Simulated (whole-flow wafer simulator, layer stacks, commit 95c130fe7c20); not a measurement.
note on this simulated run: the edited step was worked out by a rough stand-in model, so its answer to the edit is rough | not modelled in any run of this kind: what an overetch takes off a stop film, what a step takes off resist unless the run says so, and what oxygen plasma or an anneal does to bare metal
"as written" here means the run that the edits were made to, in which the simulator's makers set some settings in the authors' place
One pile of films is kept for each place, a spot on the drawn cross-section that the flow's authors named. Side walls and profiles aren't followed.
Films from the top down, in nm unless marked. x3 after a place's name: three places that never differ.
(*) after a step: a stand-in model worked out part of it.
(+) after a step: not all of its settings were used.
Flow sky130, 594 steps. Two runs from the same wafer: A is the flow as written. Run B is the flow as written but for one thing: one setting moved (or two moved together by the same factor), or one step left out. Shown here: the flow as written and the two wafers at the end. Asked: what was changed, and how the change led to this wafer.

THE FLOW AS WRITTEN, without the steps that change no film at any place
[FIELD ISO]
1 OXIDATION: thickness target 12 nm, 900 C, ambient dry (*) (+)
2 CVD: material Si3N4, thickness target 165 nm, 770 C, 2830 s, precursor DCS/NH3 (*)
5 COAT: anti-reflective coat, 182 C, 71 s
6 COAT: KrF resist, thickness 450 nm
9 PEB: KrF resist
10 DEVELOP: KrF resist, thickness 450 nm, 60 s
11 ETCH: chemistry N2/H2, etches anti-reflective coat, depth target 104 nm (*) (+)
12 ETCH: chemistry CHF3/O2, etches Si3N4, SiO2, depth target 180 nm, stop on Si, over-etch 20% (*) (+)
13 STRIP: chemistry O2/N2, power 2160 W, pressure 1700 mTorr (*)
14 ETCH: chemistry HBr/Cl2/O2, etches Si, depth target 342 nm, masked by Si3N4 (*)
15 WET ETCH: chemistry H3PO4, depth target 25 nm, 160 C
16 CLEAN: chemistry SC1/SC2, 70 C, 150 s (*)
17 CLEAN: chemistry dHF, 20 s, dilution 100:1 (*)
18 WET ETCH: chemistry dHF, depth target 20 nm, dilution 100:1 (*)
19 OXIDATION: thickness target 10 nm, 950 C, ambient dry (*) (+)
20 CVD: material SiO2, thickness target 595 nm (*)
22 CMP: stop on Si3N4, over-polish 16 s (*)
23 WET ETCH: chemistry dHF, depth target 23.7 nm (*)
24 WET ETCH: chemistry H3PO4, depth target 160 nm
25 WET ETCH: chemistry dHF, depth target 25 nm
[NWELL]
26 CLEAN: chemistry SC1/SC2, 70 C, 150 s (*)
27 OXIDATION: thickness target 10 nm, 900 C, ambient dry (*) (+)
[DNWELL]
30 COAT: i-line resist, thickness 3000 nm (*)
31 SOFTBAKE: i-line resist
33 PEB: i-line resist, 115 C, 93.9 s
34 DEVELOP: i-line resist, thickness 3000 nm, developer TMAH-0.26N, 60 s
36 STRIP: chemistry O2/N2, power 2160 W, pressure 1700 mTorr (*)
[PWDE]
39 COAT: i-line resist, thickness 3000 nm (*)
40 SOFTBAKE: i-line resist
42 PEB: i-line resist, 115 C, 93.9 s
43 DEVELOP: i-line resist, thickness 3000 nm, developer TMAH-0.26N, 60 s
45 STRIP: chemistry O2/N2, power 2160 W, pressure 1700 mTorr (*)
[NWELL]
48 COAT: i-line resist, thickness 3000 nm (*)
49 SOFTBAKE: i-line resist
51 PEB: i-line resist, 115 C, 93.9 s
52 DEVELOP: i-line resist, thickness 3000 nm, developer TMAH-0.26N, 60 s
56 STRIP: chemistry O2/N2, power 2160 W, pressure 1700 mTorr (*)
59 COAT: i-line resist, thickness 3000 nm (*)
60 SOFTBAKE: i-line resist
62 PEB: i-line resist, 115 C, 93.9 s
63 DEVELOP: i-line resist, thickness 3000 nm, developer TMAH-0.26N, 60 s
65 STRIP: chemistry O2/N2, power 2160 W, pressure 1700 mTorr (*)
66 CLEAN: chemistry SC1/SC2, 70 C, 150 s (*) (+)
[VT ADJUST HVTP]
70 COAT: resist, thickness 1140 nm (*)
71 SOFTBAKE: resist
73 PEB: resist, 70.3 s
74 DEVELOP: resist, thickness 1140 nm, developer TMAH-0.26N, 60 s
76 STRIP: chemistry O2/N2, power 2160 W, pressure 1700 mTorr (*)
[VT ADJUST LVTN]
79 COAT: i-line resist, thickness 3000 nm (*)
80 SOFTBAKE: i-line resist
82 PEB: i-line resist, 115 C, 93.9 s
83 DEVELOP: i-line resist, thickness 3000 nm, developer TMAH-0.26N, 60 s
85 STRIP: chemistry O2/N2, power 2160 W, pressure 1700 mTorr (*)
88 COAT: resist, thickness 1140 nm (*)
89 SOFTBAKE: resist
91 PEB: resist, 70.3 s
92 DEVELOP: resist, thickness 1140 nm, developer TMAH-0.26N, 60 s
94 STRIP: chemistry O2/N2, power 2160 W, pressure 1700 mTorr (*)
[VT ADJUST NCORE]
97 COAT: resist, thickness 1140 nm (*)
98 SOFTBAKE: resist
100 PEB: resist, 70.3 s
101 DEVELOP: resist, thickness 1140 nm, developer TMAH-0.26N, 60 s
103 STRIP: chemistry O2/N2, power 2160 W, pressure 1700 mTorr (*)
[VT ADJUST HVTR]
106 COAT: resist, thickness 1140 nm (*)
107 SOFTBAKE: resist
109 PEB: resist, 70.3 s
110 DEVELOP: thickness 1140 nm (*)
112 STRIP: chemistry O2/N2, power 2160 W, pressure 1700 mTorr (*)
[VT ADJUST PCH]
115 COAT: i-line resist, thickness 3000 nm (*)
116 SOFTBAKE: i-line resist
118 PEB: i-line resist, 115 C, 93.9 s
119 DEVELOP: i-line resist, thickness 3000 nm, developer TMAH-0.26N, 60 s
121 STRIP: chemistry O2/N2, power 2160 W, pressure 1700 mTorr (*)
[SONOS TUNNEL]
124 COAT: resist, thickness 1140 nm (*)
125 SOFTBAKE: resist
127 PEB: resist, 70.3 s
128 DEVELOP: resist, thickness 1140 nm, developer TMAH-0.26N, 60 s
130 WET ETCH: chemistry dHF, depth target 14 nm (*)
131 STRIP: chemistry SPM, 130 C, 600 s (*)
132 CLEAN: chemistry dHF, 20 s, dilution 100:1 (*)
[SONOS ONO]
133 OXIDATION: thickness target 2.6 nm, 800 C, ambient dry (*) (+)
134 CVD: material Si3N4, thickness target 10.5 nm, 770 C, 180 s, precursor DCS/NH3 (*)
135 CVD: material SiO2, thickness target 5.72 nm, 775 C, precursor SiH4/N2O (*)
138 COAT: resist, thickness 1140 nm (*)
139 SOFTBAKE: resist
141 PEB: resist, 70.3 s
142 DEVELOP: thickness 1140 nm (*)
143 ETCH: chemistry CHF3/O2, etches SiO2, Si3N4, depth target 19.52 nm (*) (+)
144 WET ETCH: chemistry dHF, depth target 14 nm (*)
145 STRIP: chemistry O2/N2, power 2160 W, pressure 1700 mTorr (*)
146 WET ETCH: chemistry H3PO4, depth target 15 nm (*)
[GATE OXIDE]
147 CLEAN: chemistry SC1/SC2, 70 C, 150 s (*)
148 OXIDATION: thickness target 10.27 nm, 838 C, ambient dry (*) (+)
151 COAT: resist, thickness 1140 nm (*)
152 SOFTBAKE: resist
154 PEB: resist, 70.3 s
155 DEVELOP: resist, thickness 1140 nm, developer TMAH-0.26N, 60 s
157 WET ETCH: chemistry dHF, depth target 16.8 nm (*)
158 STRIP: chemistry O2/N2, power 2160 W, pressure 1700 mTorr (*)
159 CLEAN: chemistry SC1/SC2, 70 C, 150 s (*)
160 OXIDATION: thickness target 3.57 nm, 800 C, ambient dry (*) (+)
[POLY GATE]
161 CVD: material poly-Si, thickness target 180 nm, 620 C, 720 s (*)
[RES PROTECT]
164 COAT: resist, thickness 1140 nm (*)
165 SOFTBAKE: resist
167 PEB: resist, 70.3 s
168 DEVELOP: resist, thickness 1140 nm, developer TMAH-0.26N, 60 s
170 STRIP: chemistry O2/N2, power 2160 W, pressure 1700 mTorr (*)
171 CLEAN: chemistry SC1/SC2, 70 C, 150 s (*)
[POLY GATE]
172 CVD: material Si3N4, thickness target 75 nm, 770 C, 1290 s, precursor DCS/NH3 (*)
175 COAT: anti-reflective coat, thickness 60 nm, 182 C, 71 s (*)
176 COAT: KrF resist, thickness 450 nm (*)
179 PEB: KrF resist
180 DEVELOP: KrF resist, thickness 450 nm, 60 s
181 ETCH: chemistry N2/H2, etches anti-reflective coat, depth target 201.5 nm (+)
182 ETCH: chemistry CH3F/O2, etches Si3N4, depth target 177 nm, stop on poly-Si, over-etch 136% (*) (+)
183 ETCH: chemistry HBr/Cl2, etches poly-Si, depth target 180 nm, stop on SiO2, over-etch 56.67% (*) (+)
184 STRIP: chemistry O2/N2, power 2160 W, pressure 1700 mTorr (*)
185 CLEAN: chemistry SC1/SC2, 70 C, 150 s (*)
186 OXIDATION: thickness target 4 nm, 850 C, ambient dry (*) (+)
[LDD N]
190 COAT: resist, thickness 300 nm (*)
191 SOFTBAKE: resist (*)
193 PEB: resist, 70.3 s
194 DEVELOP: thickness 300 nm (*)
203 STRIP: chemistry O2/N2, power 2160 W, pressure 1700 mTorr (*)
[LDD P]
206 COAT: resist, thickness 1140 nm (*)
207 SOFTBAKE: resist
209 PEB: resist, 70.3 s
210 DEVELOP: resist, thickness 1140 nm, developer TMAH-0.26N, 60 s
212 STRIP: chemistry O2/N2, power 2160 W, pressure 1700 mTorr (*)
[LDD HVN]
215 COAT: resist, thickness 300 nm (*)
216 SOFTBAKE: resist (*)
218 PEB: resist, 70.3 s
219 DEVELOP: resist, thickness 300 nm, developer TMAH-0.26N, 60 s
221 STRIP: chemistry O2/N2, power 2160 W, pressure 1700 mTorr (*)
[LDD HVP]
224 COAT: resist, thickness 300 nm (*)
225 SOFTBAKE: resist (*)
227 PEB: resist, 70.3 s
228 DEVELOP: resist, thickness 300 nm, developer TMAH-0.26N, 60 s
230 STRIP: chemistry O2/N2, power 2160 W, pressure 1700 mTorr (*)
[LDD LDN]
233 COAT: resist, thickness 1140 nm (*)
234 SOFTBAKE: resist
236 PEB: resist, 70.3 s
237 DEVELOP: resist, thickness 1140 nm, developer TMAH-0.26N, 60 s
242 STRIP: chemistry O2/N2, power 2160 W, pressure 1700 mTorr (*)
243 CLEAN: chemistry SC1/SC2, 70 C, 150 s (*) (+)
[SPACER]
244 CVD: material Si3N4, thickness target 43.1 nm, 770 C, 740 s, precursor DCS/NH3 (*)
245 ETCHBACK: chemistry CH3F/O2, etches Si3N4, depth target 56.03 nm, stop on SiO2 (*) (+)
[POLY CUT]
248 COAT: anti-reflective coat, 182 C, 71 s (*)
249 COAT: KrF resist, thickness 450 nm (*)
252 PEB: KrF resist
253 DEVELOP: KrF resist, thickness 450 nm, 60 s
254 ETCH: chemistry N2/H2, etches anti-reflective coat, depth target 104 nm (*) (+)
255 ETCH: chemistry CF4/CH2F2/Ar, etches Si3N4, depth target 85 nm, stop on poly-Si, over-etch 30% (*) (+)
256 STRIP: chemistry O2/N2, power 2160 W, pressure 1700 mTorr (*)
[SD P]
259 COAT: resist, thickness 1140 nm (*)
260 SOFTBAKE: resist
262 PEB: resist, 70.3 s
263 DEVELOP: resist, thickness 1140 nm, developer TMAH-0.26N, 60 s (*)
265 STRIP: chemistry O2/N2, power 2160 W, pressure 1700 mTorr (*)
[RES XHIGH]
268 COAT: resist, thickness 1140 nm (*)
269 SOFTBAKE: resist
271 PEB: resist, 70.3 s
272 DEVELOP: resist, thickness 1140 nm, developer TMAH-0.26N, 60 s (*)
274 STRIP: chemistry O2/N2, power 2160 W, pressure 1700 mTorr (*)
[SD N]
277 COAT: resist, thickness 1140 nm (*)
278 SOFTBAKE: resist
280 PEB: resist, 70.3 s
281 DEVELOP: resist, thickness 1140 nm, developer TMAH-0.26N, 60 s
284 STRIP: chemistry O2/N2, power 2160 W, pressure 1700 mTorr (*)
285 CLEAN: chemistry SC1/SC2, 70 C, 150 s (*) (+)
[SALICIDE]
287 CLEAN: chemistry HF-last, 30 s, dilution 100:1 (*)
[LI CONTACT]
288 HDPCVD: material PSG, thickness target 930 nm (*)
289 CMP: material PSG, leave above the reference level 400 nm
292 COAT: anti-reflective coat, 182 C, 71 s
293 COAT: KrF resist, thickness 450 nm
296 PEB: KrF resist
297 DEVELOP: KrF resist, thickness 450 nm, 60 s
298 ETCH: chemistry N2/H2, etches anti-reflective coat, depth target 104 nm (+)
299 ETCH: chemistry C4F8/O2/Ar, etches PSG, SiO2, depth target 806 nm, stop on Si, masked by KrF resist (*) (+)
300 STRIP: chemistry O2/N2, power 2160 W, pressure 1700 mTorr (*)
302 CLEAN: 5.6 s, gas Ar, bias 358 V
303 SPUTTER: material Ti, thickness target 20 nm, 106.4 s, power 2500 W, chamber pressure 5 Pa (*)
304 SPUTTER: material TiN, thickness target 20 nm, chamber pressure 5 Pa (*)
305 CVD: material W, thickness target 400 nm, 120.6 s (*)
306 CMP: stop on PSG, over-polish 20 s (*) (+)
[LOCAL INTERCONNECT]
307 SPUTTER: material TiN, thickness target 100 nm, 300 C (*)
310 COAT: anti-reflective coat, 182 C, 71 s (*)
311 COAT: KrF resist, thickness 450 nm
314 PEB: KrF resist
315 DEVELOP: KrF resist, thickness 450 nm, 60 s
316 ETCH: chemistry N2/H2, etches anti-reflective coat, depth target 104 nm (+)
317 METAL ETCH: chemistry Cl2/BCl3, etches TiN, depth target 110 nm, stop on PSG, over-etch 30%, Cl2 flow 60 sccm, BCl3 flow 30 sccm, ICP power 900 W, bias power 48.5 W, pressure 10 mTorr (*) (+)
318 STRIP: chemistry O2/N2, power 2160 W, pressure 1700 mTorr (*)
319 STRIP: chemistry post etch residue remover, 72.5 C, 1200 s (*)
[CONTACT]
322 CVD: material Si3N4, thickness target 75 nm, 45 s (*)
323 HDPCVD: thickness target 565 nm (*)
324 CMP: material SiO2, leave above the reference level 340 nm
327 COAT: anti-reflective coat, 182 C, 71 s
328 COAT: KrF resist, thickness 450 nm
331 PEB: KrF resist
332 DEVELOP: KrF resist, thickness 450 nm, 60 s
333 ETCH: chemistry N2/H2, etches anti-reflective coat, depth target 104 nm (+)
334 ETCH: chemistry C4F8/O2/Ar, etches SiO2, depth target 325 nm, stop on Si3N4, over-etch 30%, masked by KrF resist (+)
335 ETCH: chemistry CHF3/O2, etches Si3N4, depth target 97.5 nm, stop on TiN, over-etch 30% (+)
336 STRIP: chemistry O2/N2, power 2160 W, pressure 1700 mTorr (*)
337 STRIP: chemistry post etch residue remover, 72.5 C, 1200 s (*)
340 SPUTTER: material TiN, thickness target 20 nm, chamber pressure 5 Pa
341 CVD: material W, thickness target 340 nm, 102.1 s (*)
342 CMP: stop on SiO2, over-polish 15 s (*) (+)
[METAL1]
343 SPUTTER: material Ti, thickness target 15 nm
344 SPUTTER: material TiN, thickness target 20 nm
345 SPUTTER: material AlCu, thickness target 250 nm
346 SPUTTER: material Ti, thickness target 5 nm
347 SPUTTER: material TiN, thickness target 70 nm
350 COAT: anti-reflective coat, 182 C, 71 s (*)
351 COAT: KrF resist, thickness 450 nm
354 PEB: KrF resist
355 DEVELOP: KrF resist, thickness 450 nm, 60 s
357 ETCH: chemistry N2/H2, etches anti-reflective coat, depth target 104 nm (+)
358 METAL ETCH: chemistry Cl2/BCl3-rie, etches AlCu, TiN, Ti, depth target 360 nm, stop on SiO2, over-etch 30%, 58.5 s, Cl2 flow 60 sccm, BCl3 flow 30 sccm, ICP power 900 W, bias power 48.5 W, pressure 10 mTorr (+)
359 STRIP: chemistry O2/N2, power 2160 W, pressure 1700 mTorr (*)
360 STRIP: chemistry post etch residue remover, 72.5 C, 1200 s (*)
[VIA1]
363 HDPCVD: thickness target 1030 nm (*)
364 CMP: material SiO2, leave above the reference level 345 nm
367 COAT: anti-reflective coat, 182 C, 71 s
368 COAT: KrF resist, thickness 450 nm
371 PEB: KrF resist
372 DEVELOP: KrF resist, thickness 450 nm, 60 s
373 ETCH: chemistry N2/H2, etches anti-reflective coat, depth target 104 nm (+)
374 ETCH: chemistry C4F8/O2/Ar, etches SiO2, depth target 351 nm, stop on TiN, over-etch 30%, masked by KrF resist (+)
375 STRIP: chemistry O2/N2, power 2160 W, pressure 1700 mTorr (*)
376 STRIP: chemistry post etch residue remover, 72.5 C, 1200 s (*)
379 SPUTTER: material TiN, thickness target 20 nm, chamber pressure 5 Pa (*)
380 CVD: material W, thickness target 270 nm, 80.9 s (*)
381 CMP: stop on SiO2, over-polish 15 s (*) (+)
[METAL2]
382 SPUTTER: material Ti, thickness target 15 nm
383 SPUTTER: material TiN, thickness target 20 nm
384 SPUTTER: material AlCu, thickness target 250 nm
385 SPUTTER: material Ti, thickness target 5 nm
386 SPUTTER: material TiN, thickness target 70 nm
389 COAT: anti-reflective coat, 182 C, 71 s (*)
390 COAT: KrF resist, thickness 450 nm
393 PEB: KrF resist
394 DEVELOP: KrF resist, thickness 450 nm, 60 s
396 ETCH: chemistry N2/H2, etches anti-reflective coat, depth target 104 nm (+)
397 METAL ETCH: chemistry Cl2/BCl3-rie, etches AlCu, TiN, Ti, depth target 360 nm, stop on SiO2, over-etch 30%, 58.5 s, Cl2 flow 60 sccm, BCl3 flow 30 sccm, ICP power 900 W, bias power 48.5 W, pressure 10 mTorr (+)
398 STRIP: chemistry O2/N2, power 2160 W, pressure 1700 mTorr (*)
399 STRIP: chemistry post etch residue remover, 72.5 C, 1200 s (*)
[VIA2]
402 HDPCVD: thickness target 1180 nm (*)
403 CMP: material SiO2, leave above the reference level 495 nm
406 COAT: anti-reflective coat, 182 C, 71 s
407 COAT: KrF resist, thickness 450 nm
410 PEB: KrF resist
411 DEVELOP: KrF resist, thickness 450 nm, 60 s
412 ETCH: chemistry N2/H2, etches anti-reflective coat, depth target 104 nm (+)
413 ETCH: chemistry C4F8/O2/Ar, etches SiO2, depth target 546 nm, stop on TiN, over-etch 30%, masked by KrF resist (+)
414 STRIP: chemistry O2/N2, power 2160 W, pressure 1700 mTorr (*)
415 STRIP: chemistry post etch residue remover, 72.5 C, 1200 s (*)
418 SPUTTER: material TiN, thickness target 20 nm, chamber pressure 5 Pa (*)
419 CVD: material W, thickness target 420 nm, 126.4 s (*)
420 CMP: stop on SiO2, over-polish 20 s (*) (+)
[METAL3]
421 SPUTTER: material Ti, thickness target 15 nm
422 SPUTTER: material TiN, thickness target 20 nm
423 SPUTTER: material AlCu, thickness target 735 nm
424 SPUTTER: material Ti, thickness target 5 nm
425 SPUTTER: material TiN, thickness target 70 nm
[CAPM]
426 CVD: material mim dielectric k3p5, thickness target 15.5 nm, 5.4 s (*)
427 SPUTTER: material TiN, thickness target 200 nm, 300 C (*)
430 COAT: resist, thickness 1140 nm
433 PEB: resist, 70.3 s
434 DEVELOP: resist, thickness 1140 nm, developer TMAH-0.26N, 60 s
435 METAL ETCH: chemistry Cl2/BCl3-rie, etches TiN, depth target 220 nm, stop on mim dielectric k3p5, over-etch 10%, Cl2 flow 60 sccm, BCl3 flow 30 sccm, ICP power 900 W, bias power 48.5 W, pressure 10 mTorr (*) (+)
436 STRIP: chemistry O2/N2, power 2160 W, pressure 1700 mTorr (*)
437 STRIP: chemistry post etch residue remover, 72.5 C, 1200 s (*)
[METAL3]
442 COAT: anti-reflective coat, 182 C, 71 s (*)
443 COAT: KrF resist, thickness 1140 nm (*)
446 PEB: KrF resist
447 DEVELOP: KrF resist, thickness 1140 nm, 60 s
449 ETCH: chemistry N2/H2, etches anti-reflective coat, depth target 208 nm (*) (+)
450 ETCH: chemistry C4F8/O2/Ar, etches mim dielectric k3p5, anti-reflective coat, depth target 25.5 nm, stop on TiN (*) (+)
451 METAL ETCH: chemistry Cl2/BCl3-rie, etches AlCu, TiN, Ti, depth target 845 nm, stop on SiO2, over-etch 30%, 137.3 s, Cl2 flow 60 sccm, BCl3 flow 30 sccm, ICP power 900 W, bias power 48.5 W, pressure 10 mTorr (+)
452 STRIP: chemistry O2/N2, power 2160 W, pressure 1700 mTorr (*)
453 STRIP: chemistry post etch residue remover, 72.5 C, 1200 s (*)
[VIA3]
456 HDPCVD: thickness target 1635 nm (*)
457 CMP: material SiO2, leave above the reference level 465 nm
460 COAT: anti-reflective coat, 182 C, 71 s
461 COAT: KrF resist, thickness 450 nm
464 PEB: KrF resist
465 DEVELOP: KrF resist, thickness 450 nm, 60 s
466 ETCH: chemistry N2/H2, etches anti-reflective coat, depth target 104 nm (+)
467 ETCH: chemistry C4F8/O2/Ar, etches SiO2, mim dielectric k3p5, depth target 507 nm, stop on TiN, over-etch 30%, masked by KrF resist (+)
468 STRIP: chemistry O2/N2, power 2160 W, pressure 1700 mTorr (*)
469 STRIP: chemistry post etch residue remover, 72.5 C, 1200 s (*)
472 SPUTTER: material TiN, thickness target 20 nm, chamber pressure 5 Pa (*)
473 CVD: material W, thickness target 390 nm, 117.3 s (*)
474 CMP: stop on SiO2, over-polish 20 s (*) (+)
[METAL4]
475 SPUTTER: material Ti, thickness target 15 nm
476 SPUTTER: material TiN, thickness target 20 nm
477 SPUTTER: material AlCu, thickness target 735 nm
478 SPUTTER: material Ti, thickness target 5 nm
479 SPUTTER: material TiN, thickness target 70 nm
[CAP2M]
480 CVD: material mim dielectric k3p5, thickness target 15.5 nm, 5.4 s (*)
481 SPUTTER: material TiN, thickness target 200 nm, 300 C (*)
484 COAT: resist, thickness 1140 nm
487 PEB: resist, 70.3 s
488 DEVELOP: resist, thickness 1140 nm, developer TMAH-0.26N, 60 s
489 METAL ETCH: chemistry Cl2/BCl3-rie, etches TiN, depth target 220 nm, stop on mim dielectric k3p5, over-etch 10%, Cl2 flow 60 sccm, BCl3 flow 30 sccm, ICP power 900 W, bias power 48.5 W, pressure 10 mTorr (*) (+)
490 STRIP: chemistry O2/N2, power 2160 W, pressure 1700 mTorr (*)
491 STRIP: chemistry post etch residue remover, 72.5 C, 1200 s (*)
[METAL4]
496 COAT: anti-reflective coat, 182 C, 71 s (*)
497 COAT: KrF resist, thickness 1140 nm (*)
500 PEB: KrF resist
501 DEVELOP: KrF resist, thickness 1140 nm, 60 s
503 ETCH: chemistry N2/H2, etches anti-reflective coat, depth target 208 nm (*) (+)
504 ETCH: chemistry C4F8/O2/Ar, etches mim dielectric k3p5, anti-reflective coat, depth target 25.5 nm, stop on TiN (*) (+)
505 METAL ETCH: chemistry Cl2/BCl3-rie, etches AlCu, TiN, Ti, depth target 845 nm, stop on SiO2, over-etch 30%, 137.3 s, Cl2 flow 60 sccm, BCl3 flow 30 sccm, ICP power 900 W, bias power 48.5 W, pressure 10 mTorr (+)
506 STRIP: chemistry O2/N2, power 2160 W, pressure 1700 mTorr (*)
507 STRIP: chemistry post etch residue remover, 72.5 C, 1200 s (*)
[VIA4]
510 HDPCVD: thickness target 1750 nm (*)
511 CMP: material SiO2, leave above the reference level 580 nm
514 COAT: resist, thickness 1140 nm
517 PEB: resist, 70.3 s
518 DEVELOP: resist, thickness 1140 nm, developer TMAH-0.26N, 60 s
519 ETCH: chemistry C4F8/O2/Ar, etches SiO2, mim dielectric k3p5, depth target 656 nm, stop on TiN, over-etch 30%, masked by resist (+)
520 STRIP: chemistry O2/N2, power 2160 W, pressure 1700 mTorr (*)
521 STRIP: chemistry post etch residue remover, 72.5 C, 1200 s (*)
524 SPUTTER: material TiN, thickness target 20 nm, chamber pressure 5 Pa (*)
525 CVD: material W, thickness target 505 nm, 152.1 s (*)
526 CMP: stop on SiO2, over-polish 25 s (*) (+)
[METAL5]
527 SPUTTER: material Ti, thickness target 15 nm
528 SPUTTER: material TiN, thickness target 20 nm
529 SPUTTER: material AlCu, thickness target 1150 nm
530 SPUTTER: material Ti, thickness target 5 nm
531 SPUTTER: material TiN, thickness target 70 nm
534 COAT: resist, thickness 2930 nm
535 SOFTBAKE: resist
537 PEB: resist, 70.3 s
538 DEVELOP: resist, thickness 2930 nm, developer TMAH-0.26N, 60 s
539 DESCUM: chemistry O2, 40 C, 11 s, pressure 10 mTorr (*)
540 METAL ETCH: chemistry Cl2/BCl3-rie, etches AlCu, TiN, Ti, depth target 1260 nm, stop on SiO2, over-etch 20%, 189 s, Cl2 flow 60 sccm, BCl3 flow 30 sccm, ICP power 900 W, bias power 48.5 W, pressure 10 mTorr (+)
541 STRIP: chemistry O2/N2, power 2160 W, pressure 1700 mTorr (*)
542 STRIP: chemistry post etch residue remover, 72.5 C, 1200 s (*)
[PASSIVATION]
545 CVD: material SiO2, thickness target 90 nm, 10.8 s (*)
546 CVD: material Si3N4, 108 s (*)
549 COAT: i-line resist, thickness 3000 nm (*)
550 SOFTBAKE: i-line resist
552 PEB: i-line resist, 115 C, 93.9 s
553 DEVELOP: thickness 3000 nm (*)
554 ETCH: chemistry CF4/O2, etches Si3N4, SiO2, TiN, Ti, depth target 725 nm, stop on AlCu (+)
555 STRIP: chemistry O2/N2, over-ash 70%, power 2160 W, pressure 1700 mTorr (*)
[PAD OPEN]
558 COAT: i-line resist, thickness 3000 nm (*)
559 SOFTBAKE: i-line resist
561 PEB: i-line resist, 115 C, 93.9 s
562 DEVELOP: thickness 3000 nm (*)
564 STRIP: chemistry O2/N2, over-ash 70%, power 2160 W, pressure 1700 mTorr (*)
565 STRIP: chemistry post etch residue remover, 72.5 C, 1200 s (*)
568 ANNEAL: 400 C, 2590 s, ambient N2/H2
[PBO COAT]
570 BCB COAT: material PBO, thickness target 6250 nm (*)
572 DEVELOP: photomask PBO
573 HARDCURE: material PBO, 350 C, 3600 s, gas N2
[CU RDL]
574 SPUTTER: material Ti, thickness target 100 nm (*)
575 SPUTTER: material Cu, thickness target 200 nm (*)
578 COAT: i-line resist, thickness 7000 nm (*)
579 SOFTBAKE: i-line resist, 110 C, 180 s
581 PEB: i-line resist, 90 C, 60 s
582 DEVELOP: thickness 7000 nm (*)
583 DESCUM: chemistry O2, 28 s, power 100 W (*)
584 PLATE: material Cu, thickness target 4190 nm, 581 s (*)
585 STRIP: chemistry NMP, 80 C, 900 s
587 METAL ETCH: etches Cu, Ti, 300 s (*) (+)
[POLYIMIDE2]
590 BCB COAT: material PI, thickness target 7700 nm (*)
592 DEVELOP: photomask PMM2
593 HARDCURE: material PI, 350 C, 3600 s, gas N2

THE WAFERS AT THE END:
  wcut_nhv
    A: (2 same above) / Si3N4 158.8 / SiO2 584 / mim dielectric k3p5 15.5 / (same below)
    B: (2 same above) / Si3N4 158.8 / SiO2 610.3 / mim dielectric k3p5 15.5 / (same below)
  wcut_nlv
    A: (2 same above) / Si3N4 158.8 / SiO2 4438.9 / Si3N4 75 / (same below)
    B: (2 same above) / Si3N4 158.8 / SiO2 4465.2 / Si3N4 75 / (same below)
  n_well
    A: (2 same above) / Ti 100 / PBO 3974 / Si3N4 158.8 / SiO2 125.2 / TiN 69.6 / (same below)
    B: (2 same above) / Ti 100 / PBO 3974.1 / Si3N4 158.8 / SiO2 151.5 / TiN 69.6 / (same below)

The cause: step 545, CVD: thickness target 109 nm was run, where the flow has thickness target 90 nm; step 545, CVD: 13.1 s was run, where the flow has 10.8 s.

How the change led to this, step by step:
  545 CVD: material SiO2, thickness target 90 nm, 10.8 s (*)
      field, active, gate and 175 more: A SiO2 +125.2 | B SiO2 +151.5
      n_well, p_well, sd_n and 12 more: A SiO2 +125.2 (new film) | B SiO2 +151.5 (new film)
  550 SOFTBAKE: i-line resist
      active: A i-line resist +12 | B i-line resist +12.6
      spacer: A i-line resist -97.5 | B i-line resist -101.1
      (and at 45 more places)
  554 ETCH: chemistry CF4/O2, etches Si3N4, SiO2, TiN, Ti, depth target 725 nm, stop on AlCu (+)
      field, active, n_well and 189 more: A i-line resist -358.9 | B i-line resist -385.2
      pad: A Si3N4 -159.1 (all of it), SiO2 -125.2 (all of it), TiN -69.6 (all of it), Ti -5 (all of it) | B Si3N4 -159.1 (all of it), SiO2 -151.5 (all of it), TiN -69.6 (all of it), Ti -5 (all of it)
  559 SOFTBAKE: i-line resist
      field: A i-line resist +12.5 | B i-line resist +13.2
      active: A i-line resist +12 | B i-line resist +12.6
      (and at 50 more places)
  578 COAT: i-line resist, thickness 7000 nm (*)
      pad: A i-line resist +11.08 um (new film) | B i-line resist +11.11 um (new film)
  582 DEVELOP: thickness 7000 nm (*)
      pad: A i-line resist -11.08 um (all of it) | B i-line resist -11.11 um (all of it)
